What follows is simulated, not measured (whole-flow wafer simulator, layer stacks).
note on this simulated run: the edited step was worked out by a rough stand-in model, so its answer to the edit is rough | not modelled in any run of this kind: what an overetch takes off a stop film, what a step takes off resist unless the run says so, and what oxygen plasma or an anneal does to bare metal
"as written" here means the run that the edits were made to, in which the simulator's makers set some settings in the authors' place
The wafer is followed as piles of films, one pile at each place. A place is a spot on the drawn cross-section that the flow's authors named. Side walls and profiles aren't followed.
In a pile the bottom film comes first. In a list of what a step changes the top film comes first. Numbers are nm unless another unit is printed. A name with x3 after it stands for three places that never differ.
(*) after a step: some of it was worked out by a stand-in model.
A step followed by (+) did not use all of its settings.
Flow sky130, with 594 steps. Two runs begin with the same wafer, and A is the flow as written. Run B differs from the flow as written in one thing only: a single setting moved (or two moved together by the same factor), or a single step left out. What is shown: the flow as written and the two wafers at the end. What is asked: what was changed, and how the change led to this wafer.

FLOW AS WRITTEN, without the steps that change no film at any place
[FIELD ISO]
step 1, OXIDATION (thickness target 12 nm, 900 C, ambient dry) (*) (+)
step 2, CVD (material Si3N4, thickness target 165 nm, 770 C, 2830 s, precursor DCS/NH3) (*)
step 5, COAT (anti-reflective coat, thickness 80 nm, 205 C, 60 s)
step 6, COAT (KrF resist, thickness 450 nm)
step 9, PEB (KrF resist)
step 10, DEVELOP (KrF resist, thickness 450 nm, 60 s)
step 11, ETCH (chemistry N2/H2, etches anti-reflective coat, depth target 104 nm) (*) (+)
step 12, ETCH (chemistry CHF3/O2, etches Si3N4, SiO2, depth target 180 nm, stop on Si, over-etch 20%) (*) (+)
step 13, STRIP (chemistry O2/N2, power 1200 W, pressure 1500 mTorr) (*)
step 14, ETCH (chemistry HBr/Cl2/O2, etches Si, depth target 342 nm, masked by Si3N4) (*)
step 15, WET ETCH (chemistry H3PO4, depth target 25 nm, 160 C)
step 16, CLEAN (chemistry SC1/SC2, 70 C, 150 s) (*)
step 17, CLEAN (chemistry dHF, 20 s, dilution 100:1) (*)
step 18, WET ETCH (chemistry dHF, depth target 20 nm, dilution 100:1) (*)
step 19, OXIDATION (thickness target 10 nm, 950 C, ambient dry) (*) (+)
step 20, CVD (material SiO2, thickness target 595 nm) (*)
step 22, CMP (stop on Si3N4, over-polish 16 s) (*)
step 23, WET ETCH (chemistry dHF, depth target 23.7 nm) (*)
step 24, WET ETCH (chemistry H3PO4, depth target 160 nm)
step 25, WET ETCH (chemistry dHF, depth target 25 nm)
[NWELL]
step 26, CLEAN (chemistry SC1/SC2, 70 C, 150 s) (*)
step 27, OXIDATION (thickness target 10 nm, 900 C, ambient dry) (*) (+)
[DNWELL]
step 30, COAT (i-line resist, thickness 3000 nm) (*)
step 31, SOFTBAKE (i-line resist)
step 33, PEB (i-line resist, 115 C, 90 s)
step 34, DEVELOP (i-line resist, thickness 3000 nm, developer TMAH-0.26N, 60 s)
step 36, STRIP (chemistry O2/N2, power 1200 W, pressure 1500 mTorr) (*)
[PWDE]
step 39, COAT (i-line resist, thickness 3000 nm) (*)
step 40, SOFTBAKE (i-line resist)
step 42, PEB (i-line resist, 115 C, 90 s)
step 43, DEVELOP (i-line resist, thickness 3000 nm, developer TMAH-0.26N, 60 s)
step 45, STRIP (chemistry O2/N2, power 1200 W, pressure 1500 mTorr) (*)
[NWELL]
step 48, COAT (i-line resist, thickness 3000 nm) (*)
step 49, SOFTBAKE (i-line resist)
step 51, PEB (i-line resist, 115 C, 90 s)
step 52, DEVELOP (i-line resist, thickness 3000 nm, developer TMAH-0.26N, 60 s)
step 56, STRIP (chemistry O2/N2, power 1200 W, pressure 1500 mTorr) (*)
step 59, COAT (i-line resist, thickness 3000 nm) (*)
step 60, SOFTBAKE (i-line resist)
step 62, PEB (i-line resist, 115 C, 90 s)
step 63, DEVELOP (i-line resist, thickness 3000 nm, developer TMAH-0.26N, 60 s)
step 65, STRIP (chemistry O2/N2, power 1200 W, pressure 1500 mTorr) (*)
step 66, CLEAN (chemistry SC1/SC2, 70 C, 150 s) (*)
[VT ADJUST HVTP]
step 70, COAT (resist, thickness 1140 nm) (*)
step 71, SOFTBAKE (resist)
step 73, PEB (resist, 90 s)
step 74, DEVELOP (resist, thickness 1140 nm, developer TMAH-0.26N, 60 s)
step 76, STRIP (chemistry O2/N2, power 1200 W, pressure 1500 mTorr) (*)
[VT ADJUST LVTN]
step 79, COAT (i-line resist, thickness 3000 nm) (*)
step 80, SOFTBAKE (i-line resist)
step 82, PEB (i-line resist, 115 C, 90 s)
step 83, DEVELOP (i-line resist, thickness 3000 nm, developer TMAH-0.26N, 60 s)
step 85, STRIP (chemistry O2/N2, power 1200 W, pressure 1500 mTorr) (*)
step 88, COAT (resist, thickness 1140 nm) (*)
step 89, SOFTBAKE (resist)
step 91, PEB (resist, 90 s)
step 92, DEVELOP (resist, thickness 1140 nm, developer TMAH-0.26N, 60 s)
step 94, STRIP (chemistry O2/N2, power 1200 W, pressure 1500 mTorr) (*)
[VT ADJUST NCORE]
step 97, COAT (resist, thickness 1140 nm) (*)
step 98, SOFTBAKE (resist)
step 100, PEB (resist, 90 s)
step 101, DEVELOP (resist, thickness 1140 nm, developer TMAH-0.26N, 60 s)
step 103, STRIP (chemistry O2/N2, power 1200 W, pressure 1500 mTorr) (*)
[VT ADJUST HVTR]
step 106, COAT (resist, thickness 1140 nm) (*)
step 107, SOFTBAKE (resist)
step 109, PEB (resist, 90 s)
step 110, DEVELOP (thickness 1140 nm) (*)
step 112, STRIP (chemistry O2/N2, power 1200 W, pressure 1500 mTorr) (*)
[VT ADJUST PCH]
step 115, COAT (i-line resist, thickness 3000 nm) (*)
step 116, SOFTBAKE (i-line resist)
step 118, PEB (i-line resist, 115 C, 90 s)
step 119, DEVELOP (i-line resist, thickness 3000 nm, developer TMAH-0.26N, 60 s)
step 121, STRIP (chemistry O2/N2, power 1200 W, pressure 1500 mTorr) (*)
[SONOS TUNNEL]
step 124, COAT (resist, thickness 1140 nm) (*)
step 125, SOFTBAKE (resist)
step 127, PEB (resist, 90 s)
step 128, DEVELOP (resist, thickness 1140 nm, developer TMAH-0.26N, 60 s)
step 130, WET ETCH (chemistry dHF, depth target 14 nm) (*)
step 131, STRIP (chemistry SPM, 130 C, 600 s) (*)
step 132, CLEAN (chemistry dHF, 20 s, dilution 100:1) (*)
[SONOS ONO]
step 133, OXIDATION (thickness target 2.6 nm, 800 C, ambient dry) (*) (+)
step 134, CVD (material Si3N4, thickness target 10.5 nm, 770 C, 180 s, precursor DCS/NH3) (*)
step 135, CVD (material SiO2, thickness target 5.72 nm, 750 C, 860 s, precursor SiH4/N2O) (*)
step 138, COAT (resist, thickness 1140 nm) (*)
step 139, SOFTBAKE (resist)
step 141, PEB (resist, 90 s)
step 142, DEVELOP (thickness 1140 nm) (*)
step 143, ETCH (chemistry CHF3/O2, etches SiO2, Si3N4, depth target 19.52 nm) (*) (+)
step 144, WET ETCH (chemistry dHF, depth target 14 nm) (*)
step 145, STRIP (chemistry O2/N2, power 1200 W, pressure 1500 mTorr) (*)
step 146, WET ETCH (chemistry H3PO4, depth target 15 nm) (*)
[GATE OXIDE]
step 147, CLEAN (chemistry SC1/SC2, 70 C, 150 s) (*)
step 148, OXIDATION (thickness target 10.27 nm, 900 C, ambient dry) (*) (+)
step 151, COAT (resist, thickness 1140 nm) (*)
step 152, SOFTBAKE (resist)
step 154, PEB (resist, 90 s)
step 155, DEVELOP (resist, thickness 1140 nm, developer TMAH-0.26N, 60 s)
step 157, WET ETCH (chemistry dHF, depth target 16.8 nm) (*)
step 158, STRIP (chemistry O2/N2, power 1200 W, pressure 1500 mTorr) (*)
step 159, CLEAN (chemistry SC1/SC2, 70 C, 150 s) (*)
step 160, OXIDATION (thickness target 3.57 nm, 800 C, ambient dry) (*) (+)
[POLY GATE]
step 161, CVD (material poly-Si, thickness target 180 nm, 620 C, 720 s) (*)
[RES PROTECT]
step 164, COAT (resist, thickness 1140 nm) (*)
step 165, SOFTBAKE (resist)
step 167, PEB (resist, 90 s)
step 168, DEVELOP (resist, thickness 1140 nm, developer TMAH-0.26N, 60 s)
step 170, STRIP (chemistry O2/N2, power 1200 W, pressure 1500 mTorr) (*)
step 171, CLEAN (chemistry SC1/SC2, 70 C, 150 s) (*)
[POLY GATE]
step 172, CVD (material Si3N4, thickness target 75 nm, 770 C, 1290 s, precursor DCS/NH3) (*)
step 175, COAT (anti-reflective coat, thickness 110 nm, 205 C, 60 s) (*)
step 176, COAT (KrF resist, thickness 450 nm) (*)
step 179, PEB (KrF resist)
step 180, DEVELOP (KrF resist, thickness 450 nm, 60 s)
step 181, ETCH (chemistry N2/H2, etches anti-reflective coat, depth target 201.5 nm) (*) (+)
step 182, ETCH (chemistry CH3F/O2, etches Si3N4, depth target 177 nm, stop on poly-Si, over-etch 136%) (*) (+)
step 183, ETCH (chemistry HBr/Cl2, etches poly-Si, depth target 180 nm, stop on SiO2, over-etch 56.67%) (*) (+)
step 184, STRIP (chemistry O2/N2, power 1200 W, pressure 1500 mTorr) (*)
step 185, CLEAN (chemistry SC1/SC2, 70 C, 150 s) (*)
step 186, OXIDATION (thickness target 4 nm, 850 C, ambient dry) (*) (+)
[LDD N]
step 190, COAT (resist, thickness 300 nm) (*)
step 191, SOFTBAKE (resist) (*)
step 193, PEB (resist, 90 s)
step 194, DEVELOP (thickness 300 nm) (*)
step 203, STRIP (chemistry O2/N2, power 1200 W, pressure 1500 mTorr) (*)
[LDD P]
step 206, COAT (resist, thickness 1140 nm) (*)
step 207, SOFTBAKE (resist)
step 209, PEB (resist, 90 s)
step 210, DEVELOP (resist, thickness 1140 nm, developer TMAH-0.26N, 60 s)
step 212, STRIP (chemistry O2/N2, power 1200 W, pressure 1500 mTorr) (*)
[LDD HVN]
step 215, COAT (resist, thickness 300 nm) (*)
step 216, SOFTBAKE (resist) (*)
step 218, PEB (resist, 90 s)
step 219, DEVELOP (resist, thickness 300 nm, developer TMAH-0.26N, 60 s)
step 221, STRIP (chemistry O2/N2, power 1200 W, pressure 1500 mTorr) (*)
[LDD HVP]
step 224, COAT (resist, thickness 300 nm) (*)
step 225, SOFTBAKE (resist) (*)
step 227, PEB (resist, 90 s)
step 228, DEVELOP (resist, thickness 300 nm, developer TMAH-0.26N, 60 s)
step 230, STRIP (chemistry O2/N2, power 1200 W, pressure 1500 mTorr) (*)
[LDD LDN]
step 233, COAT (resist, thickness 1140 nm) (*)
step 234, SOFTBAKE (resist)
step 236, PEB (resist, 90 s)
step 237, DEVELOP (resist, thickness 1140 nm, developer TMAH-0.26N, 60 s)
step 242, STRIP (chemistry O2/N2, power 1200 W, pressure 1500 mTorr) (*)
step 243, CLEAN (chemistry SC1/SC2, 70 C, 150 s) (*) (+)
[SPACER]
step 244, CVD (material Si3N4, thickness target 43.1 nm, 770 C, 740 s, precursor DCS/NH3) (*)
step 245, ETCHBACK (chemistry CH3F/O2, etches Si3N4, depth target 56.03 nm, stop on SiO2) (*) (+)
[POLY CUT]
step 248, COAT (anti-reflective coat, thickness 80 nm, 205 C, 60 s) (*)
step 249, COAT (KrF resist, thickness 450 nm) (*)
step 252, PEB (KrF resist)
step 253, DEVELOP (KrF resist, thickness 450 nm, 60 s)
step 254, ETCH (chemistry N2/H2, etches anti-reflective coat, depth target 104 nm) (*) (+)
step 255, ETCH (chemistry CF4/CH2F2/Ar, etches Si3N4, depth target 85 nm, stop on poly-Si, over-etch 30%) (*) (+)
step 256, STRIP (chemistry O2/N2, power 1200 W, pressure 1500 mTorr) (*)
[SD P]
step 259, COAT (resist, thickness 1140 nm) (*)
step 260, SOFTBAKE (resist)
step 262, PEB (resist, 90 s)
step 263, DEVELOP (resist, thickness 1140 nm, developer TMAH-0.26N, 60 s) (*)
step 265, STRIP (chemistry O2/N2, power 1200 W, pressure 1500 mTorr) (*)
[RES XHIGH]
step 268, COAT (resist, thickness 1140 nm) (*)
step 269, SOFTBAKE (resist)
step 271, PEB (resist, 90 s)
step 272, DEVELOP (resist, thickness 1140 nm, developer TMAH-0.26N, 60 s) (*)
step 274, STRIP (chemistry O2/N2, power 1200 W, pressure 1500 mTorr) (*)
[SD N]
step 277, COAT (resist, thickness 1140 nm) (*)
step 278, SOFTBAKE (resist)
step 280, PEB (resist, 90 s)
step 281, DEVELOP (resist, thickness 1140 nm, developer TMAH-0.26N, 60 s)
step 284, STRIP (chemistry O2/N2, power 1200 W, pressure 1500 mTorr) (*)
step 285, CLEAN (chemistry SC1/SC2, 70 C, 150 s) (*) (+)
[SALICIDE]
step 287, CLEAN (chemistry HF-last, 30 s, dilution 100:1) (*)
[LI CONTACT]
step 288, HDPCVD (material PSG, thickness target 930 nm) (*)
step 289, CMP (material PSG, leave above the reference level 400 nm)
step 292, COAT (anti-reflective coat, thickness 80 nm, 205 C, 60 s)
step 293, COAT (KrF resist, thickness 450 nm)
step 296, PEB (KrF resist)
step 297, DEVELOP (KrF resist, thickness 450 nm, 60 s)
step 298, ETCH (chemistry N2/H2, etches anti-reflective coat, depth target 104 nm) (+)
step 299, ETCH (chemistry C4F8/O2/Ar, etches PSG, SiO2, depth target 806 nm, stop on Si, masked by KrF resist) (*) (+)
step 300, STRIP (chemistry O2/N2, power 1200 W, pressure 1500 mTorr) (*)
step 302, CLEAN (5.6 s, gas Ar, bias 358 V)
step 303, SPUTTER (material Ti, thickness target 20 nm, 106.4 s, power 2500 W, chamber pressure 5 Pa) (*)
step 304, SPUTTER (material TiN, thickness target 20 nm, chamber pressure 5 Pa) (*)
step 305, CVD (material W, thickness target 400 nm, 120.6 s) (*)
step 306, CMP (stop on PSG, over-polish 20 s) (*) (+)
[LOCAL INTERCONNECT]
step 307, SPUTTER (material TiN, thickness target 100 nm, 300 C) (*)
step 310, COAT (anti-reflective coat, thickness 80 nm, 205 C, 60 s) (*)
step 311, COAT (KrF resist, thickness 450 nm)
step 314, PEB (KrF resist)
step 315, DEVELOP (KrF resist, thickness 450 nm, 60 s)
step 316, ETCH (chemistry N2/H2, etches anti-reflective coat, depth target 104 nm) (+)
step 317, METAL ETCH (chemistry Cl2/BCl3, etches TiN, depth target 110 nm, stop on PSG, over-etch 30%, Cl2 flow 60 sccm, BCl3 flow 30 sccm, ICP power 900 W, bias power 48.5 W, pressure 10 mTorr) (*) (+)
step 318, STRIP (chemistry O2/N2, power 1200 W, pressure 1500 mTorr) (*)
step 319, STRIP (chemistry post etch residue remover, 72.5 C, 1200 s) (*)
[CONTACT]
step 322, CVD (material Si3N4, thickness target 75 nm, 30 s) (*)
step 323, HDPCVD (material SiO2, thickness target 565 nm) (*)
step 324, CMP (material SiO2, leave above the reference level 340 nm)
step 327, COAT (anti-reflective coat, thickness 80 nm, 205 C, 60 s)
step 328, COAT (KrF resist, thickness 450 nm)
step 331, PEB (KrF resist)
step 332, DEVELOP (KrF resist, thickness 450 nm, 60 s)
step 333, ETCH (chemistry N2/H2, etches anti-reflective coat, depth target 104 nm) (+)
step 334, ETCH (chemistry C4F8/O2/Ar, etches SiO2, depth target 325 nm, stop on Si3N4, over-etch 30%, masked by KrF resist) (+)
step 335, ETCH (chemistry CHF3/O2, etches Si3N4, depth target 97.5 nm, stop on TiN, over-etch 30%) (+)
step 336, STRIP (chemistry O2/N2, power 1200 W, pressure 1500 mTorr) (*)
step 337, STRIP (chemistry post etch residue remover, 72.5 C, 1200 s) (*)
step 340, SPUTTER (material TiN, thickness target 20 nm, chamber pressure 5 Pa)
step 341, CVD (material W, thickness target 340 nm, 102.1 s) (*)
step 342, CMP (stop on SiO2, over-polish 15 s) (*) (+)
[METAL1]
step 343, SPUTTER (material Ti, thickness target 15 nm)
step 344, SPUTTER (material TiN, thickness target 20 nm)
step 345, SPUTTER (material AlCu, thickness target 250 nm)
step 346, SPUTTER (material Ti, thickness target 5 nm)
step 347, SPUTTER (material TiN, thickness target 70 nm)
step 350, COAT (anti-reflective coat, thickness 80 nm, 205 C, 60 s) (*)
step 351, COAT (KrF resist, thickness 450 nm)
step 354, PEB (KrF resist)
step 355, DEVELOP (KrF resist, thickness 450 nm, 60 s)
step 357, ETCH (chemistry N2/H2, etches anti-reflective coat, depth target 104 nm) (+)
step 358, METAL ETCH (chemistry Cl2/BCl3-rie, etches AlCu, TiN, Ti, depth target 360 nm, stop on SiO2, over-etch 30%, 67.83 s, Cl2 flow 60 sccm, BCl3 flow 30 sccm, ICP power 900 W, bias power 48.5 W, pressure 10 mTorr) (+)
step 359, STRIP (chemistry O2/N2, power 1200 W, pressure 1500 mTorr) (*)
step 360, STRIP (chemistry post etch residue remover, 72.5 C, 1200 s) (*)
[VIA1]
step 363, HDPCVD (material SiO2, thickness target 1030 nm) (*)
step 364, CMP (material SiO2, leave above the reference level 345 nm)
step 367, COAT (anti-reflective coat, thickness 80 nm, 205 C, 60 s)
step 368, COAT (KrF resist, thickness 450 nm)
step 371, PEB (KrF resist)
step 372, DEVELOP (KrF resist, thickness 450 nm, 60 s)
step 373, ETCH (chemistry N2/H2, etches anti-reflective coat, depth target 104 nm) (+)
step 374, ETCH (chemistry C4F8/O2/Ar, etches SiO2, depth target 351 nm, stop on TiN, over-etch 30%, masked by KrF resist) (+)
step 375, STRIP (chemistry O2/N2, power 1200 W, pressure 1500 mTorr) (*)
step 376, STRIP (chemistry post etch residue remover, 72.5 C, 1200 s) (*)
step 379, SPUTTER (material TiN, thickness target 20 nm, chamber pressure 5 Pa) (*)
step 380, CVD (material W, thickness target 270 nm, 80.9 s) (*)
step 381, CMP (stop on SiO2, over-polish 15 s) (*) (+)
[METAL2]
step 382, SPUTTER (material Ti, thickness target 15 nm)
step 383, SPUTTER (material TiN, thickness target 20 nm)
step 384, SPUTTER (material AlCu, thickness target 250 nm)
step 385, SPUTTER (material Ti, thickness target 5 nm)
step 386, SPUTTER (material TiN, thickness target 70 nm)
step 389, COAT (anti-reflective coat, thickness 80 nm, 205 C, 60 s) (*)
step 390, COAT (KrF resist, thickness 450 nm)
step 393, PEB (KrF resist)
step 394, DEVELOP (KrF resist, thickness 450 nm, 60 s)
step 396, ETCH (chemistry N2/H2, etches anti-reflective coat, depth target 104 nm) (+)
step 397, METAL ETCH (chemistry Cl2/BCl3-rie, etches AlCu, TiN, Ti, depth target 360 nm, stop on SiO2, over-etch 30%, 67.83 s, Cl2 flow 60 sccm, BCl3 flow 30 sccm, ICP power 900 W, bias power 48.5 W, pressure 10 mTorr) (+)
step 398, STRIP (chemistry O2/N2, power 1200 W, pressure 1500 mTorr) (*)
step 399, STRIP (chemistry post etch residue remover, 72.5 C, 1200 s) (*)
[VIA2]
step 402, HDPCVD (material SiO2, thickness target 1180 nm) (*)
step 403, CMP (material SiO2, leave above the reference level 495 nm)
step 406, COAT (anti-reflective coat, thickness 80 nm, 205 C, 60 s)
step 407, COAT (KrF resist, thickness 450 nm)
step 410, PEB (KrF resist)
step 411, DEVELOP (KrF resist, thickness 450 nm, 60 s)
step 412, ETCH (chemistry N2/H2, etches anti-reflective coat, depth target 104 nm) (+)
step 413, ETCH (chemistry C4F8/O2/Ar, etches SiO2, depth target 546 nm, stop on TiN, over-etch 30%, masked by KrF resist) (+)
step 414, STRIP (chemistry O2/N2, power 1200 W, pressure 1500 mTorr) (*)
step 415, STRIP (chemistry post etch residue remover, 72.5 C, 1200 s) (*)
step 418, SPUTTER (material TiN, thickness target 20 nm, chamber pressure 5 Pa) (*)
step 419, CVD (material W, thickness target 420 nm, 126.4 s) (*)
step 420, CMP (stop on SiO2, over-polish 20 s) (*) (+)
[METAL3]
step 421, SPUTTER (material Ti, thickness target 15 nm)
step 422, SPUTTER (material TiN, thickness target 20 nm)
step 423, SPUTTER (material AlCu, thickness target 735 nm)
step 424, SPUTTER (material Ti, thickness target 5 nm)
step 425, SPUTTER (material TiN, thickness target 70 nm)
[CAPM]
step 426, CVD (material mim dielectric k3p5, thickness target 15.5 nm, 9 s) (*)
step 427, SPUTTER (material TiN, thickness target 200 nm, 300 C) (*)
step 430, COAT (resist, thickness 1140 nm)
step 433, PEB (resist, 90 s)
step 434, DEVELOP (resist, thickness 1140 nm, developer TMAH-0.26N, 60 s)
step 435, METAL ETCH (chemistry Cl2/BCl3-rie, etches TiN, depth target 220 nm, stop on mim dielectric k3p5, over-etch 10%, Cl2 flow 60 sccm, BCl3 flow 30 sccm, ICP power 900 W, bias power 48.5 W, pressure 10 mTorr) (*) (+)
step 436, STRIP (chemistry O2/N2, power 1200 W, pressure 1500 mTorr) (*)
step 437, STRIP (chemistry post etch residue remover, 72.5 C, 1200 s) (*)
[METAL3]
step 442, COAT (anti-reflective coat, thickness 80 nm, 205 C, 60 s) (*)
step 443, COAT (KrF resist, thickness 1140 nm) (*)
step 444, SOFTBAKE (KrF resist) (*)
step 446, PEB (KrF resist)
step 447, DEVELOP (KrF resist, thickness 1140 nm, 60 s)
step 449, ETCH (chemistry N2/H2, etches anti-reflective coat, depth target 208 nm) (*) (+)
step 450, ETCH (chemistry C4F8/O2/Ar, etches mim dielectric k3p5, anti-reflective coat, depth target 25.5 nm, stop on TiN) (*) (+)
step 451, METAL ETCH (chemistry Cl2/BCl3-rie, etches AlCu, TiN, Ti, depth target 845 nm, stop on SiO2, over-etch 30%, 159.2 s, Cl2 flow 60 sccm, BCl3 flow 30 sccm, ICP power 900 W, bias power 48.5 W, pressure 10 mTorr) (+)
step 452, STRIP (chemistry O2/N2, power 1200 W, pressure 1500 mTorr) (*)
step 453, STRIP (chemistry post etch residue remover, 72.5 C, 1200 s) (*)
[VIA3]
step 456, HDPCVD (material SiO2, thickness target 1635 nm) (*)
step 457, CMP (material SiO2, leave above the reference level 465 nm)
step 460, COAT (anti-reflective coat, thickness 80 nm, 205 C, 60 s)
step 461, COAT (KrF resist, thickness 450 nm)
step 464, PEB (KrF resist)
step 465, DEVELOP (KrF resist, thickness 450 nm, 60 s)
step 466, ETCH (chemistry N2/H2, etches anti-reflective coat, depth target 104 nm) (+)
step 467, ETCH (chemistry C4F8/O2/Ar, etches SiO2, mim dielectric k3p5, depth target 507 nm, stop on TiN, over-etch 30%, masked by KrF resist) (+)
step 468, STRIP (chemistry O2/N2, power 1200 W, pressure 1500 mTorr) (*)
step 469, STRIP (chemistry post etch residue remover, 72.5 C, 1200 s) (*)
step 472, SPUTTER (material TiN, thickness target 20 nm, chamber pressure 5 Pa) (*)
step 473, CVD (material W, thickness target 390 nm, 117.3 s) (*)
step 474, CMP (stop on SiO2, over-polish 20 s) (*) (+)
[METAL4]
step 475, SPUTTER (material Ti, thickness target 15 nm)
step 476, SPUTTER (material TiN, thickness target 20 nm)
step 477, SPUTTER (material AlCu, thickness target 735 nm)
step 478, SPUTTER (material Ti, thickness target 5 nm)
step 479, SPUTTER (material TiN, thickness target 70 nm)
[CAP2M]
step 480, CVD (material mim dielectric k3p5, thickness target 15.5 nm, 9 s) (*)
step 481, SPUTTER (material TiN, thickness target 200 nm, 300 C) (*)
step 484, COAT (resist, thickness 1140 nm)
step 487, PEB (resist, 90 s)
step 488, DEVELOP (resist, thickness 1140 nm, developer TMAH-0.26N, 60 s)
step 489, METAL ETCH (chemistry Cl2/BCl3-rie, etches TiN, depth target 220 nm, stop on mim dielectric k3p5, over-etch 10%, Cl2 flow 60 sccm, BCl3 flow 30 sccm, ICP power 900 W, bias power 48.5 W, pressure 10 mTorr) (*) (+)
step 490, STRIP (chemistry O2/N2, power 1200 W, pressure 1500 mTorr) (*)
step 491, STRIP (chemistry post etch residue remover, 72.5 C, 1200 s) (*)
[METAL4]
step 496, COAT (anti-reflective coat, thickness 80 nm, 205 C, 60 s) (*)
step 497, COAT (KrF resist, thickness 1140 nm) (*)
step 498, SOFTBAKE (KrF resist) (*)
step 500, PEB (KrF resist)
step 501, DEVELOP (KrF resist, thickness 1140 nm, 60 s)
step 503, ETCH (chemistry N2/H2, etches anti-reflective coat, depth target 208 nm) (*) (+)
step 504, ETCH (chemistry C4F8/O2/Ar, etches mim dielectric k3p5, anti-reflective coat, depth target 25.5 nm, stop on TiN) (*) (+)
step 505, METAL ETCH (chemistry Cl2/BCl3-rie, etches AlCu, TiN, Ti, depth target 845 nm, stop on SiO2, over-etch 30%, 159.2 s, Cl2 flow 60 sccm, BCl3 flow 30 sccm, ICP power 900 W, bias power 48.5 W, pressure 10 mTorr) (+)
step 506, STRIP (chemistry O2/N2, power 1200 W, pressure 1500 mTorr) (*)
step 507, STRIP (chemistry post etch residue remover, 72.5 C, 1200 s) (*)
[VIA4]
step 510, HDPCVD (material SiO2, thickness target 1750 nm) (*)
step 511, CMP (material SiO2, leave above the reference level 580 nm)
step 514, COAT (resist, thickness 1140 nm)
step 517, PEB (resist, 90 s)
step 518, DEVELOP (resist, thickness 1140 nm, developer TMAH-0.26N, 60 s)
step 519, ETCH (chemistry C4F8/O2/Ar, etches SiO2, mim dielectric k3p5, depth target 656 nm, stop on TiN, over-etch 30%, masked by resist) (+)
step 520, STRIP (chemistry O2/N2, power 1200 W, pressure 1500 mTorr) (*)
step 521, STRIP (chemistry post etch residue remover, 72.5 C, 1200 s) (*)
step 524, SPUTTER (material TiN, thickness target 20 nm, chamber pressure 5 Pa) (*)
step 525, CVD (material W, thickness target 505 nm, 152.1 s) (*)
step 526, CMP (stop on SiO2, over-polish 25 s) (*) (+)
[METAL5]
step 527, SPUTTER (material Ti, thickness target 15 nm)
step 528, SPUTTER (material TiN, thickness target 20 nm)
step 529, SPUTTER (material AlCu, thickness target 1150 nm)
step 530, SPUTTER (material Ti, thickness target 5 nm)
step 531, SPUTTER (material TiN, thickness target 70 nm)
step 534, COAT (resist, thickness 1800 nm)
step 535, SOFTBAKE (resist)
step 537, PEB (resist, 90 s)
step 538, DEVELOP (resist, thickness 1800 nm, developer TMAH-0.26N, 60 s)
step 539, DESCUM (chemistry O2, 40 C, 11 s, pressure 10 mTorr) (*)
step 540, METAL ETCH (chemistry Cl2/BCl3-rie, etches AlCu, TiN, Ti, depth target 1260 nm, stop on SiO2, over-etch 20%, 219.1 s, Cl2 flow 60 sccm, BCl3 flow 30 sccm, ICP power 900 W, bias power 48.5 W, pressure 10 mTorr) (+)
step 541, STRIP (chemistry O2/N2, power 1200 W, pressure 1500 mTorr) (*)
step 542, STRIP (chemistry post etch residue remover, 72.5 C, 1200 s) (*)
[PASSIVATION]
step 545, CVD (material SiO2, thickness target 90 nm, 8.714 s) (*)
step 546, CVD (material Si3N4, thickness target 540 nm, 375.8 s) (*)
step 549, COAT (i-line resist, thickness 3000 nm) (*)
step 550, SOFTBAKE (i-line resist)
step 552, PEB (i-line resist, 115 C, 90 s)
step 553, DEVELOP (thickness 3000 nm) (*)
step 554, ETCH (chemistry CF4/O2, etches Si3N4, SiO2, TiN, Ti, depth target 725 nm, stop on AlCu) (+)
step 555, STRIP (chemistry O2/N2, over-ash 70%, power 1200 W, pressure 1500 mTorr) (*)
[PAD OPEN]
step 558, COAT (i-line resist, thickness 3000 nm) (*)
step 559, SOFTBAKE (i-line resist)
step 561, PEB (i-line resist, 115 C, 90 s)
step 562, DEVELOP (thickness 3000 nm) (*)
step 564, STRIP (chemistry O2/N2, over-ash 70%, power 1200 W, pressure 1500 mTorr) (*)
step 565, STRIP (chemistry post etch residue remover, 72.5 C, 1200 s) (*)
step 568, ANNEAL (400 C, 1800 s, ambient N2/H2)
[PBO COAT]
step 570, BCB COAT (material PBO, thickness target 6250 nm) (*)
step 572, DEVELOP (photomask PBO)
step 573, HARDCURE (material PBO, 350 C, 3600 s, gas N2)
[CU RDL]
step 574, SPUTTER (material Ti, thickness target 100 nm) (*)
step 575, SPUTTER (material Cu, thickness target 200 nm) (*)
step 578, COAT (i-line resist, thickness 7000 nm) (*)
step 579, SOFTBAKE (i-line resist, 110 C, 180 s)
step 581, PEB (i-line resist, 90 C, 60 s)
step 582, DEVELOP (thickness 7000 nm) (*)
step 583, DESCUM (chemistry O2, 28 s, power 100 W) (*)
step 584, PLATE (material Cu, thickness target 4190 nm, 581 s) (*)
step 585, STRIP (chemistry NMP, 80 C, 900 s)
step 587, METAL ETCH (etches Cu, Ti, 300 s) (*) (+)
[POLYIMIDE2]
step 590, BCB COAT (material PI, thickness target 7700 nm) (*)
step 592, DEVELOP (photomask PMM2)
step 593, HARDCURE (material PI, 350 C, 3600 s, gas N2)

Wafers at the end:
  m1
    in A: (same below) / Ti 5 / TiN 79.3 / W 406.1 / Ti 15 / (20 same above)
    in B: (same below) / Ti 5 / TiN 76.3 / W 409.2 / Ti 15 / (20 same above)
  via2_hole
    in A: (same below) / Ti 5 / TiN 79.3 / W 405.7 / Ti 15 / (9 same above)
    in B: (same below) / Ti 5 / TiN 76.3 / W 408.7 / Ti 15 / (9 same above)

The reason: step 418, SPUTTER: thickness target 14 nm was run, whereas the flow has thickness target 20 nm.

Step by step, how the change led to this:
  step 418, SPUTTER (material TiN, thickness target 20 nm, chamber pressure 5 Pa) (*)
      field, active, n_well and 186 more: A TiN gains 20 (new film) | B TiN gains 14 (new film)
      m1: A TiN gains 10.2 | B TiN gains 7.14
      (and at 1 other place as well)
  step 420, CMP (stop on SiO2, over-polish 20 s) (*) (+)
      field, active, n_well and 186 more: A W loses 420 (all of it), TiN loses 20 (all of it), SiO2 loses 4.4 | B W loses 420 (all of it), TiN loses 14 (all of it), SiO2 loses 4.4
